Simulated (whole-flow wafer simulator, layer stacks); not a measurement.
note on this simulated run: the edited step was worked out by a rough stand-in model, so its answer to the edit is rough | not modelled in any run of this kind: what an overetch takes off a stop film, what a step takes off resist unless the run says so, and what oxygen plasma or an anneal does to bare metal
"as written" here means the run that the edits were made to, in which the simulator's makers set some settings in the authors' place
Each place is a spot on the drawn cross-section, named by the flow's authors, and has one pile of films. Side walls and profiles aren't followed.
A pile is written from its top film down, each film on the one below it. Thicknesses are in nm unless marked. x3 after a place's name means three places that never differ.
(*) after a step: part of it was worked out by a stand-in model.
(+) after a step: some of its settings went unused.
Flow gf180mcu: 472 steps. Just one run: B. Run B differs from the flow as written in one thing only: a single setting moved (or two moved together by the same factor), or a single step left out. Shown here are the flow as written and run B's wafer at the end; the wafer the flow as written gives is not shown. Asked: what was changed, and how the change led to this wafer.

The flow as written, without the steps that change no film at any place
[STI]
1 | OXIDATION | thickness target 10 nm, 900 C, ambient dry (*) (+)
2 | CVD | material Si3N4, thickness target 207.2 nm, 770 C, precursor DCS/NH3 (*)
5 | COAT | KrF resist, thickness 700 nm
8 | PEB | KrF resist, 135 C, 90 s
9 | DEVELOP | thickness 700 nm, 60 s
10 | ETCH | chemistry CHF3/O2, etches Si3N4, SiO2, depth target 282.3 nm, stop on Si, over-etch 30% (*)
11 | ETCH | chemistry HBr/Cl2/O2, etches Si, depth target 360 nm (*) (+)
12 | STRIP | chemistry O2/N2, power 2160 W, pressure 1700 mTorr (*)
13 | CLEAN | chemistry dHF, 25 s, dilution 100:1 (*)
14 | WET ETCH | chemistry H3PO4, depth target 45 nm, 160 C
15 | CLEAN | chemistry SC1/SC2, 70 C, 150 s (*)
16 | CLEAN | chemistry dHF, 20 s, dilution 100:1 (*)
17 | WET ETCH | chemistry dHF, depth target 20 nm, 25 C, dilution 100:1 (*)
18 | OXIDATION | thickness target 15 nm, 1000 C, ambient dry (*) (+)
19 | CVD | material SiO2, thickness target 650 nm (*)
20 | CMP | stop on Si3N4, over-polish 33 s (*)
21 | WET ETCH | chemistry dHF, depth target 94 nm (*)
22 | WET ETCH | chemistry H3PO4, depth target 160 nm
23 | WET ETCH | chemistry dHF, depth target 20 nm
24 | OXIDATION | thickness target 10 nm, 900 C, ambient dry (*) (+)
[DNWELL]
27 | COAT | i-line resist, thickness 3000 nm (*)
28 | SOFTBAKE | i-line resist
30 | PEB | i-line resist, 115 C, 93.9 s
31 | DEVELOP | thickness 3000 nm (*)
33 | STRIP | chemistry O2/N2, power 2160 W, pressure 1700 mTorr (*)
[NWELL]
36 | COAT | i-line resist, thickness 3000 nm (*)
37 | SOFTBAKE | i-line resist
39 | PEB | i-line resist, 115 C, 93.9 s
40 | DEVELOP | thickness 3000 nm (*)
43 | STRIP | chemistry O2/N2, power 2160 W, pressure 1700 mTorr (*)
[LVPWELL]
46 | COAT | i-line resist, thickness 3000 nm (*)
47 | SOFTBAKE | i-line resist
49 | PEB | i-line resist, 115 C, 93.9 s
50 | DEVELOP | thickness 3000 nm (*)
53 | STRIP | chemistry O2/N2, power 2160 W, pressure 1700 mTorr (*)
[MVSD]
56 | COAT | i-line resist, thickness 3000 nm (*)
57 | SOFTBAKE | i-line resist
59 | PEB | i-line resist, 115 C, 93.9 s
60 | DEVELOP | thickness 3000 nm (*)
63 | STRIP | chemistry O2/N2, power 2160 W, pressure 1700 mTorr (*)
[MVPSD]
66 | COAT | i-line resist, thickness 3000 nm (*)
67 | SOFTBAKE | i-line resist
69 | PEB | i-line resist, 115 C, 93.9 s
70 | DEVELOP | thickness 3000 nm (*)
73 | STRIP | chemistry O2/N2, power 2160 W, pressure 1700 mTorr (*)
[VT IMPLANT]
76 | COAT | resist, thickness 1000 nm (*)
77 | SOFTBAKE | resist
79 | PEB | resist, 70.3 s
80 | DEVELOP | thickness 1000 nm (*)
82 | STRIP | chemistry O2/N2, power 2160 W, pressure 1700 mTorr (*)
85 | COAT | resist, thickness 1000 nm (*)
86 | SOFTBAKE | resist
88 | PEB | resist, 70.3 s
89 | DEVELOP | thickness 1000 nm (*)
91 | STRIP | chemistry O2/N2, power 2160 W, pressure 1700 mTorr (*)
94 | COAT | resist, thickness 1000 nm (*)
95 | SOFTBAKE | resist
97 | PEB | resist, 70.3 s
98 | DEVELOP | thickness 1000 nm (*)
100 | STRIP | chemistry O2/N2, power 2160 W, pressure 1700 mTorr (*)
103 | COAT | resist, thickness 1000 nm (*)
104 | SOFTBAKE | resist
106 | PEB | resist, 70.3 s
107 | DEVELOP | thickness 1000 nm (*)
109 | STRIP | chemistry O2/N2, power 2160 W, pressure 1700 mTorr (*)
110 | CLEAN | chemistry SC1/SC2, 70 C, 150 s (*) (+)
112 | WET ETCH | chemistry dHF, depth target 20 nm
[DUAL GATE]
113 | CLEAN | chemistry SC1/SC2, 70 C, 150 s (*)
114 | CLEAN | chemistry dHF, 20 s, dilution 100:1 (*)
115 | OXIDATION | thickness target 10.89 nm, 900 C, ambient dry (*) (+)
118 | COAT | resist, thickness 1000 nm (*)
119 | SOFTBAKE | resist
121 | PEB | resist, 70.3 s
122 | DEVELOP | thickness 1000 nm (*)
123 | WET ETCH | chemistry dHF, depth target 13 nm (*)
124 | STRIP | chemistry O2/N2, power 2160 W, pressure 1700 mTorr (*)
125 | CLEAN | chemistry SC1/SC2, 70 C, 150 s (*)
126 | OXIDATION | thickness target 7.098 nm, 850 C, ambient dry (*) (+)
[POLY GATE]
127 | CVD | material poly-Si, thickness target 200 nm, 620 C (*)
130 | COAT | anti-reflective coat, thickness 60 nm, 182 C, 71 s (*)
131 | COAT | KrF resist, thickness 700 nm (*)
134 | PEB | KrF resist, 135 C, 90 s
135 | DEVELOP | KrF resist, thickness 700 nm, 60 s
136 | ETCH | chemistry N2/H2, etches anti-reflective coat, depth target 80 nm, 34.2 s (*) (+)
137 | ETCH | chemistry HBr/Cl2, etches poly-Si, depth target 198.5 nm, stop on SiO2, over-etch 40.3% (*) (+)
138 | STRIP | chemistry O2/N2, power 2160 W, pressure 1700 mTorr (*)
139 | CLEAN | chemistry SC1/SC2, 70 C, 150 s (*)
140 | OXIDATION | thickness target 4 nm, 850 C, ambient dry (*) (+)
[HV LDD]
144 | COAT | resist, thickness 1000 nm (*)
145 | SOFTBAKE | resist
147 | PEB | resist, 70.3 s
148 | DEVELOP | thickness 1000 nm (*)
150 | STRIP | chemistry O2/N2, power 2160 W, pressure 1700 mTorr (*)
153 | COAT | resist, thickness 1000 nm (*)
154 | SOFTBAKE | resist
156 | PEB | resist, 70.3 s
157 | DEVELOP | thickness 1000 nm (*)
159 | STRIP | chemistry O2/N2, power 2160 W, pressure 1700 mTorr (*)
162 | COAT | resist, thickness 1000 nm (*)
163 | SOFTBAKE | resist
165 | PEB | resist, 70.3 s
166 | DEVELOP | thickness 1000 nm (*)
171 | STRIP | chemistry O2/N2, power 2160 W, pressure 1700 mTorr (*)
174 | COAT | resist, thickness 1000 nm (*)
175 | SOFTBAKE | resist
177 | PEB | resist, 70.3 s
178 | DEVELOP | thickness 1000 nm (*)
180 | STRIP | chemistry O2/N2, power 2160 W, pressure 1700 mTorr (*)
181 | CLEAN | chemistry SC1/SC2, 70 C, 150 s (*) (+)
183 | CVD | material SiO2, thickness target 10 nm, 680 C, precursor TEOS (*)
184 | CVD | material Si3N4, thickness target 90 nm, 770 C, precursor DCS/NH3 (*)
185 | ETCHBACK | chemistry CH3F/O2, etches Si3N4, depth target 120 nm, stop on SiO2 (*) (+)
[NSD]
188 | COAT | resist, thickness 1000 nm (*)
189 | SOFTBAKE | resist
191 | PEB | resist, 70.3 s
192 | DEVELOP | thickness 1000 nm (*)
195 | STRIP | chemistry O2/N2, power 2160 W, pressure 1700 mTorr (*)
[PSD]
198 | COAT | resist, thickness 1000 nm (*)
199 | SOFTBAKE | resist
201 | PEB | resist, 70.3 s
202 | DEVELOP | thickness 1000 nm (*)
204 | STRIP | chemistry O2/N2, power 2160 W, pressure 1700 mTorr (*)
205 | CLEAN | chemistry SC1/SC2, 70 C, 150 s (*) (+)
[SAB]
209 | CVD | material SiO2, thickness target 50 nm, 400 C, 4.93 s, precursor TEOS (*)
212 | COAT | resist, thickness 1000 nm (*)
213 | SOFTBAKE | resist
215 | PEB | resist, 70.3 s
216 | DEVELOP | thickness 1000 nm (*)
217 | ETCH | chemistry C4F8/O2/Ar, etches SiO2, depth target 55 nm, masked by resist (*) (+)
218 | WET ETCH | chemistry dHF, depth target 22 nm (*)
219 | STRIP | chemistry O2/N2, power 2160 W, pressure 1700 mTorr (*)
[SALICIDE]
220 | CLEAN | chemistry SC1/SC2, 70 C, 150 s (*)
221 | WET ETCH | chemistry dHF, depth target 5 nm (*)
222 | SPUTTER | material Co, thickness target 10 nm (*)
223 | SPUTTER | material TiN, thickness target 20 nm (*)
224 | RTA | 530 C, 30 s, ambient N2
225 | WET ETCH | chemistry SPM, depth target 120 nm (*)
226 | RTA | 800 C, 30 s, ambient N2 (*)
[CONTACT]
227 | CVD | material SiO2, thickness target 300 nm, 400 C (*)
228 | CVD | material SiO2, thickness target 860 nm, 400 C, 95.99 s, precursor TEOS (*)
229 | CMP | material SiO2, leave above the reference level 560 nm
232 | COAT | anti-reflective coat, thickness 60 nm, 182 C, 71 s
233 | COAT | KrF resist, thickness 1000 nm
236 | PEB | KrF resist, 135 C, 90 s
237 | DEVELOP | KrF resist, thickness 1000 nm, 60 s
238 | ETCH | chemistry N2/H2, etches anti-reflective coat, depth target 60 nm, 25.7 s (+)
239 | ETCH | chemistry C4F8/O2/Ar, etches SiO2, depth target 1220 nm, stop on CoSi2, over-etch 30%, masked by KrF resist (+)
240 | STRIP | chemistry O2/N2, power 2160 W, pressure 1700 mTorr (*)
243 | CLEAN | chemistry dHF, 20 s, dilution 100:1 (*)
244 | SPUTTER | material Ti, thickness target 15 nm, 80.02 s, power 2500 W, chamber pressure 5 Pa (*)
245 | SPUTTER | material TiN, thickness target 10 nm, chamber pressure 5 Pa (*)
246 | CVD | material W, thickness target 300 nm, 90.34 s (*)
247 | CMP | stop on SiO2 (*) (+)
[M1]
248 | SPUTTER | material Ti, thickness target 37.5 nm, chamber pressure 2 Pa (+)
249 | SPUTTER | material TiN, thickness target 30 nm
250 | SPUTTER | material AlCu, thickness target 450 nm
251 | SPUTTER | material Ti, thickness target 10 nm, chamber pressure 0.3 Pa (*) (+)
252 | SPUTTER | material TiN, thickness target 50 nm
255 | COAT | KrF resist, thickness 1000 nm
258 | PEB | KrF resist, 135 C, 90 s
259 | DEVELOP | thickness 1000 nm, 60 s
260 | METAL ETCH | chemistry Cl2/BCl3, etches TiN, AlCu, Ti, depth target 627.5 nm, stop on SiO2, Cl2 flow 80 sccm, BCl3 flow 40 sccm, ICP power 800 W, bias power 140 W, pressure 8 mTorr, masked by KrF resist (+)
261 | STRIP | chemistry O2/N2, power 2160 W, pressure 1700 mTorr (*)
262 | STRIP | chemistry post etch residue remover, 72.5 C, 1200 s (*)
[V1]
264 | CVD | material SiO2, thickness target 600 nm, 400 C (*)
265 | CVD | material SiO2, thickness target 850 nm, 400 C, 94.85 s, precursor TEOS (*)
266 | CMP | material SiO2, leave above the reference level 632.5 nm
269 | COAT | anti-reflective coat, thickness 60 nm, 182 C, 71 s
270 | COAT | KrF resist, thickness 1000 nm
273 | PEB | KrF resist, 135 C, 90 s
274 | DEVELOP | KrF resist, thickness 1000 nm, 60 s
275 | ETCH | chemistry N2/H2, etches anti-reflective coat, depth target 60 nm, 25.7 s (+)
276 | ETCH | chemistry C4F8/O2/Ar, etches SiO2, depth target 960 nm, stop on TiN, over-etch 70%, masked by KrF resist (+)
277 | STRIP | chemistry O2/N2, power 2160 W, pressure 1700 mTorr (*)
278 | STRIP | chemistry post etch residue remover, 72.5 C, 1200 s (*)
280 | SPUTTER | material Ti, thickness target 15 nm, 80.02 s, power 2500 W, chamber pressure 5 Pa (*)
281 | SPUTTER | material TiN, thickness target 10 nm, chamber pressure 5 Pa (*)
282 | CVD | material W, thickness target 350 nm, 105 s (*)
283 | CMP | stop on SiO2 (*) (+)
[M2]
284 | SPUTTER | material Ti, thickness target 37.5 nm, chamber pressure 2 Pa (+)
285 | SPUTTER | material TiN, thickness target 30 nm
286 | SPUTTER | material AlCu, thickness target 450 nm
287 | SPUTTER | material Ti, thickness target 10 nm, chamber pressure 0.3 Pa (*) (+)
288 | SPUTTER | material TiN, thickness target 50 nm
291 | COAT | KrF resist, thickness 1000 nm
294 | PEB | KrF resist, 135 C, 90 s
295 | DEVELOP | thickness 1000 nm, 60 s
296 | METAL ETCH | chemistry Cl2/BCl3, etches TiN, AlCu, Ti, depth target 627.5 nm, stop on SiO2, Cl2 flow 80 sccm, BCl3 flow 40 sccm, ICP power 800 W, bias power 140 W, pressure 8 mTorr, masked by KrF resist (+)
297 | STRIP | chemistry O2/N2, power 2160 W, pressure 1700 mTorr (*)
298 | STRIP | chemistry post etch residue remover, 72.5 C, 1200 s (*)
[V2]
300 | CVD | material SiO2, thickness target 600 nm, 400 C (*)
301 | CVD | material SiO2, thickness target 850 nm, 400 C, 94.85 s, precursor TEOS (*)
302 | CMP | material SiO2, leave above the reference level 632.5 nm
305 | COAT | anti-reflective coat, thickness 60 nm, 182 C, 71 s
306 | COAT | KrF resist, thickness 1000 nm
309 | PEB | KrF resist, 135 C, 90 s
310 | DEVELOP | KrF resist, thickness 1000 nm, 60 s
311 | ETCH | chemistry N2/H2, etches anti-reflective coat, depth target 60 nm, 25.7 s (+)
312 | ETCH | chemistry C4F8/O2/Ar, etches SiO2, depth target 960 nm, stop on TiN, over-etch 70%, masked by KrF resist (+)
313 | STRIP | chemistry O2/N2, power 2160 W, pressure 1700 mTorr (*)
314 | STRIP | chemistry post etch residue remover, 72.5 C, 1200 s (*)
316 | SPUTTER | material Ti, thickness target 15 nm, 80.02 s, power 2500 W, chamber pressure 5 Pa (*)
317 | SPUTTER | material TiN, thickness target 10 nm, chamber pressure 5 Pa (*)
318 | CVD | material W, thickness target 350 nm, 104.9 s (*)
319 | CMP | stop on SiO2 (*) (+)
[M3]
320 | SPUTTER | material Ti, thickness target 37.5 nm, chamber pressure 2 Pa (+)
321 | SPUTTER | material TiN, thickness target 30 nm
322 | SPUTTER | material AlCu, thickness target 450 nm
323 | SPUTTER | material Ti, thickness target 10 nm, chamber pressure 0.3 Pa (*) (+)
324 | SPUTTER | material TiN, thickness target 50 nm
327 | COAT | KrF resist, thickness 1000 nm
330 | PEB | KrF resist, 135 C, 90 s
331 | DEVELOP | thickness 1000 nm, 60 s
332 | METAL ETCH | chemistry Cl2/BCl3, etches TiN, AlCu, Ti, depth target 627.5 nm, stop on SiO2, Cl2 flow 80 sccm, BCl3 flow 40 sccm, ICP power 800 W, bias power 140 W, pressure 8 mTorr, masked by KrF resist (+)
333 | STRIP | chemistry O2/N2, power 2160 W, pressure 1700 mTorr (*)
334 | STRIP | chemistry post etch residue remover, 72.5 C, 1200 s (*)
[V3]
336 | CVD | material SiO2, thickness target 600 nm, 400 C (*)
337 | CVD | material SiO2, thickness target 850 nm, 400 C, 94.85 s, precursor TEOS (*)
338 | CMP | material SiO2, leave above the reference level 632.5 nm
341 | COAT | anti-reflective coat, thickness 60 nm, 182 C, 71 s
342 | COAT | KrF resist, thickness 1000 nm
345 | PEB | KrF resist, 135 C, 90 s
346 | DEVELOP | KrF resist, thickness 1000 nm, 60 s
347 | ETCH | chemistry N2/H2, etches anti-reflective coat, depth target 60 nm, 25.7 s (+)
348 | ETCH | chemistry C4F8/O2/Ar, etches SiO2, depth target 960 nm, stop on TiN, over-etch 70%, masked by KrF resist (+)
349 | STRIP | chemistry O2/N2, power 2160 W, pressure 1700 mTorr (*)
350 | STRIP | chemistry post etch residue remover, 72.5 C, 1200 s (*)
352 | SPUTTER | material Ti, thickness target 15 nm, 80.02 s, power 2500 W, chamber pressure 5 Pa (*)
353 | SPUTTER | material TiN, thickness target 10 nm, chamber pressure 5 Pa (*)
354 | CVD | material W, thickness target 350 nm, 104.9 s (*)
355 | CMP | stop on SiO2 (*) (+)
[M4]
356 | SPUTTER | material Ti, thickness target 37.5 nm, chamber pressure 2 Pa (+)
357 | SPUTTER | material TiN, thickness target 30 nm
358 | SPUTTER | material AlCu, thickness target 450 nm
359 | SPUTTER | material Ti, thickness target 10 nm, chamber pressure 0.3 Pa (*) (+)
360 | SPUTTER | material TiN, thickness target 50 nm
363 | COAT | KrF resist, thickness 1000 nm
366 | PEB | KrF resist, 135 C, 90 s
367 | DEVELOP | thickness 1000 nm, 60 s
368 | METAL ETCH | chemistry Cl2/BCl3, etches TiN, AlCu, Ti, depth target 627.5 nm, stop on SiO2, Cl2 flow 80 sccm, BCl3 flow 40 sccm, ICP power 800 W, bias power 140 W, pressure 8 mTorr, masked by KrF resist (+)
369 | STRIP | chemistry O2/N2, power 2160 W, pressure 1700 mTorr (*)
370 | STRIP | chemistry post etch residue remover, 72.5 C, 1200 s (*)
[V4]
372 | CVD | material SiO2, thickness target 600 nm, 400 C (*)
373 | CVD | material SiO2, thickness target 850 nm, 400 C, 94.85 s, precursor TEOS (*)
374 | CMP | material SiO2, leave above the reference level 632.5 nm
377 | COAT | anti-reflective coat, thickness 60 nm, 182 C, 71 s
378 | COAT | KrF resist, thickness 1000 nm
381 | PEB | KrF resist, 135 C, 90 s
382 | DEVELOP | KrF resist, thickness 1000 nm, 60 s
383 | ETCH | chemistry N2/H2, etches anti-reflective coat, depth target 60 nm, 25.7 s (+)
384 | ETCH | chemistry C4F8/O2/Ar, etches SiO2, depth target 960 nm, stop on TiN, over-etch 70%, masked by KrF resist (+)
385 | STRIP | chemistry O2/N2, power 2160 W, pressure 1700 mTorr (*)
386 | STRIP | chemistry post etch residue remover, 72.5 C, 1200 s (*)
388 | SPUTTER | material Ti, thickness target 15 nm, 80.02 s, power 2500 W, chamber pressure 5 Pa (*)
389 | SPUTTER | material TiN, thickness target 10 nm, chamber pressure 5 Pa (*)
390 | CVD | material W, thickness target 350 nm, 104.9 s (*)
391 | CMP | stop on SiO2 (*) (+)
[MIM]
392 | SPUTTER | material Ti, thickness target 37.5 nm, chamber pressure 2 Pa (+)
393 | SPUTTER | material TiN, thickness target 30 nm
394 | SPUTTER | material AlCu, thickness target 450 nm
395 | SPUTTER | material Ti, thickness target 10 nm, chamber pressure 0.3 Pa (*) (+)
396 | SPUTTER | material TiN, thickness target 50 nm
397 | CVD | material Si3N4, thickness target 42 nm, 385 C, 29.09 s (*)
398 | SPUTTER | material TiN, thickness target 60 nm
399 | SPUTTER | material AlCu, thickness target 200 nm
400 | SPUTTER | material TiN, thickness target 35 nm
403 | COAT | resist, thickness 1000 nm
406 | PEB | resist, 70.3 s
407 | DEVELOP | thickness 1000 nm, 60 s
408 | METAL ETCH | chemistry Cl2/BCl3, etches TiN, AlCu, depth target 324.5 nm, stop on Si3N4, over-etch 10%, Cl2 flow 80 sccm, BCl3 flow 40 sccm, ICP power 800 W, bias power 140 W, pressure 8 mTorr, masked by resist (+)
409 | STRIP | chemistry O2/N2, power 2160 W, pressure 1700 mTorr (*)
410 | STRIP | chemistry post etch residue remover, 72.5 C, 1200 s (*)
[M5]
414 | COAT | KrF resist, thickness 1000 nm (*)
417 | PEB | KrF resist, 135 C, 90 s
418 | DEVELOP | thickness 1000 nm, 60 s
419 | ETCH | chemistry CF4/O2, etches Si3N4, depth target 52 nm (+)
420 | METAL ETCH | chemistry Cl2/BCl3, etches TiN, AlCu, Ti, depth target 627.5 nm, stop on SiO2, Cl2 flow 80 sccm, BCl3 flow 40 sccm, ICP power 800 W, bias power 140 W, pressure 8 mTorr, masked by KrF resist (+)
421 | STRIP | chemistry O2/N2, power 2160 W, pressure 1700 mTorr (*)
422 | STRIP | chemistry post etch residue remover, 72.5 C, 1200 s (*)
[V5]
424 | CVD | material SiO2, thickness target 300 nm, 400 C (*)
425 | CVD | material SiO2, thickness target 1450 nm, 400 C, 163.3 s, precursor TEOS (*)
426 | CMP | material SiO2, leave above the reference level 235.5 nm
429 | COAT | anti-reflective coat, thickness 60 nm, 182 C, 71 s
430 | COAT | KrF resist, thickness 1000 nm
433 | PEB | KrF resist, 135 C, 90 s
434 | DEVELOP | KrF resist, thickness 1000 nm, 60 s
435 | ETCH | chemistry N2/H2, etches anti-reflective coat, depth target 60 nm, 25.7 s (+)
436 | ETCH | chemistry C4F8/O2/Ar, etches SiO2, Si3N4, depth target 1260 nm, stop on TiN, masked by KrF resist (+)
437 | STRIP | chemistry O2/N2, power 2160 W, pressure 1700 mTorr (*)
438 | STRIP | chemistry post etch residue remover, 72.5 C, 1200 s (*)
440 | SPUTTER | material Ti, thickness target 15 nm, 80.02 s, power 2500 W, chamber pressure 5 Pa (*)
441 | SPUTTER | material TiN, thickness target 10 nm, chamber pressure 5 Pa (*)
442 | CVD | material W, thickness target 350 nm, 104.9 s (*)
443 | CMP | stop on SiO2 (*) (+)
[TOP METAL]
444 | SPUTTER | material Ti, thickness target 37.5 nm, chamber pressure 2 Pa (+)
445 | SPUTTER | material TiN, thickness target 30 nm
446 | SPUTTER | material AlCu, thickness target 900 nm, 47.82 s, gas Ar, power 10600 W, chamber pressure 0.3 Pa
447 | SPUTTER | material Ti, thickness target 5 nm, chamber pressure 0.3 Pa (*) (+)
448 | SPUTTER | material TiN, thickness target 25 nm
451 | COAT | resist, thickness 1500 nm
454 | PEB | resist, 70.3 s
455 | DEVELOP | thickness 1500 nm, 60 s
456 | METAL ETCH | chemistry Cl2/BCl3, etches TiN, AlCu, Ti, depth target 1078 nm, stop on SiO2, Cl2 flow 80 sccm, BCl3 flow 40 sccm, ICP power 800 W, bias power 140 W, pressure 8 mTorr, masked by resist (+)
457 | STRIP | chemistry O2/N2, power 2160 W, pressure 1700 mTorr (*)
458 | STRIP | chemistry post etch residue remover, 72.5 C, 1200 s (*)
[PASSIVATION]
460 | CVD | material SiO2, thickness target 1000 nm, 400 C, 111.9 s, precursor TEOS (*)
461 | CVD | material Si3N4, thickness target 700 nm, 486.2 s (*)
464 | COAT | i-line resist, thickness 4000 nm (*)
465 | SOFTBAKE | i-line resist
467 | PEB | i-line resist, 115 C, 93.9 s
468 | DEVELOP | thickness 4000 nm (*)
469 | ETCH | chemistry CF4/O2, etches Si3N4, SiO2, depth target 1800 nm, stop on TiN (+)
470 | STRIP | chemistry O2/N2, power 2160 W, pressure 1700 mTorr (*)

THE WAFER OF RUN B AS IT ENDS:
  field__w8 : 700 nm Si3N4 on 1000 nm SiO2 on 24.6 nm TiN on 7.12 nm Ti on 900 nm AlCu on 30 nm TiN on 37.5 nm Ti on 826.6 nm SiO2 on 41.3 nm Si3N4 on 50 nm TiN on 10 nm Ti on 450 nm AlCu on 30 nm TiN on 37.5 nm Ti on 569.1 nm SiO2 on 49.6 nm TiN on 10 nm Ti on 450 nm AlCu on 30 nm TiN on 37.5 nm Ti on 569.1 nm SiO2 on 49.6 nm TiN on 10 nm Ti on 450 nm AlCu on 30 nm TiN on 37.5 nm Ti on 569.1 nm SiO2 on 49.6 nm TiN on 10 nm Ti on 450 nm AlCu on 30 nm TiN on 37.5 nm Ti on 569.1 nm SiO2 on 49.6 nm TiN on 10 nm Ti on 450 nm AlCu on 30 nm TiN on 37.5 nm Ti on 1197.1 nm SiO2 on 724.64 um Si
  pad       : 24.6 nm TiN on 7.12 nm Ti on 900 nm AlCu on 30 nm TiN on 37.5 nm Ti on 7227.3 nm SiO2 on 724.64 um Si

The reason: step 447, SPUTTER: thickness target 7.12 nm was run, while the flow as written has thickness target 5 nm.
The wafer lets one read it off: field__w8 has Ti 7.12, and step 447 as written asks for 5 nm.

The path from the change to this, step by step:
  447 | SPUTTER | material Ti, thickness target 5 nm, chamber pressure 0.3 Pa (*) (+)
      field, field__w1, field__w2 and 109 more: +7.12 Ti (new film) (as written it would have been: +5 Ti (new film))
  456 | METAL ETCH | chemistry Cl2/BCl3, etches TiN, AlCu, Ti, depth target 1078 nm, stop on SiO2, Cl2 flow 80 sccm, BCl3 flow 40 sccm, ICP power 800 W, bias power 140 W, pressure 8 mTorr, masked by resist (+)
      field, field__w1, field__w2 and 103 more: -25 TiN (all of it), -7.12 Ti (all of it), -900 AlCu (all of it), -30 TiN (all of it), -37.5 Ti (all of it) (as written it would have been: -25 TiN (all of it), -5 Ti (all of it), -900 AlCu (all of it), -30 TiN (all of it), -37.5 Ti (all of it))
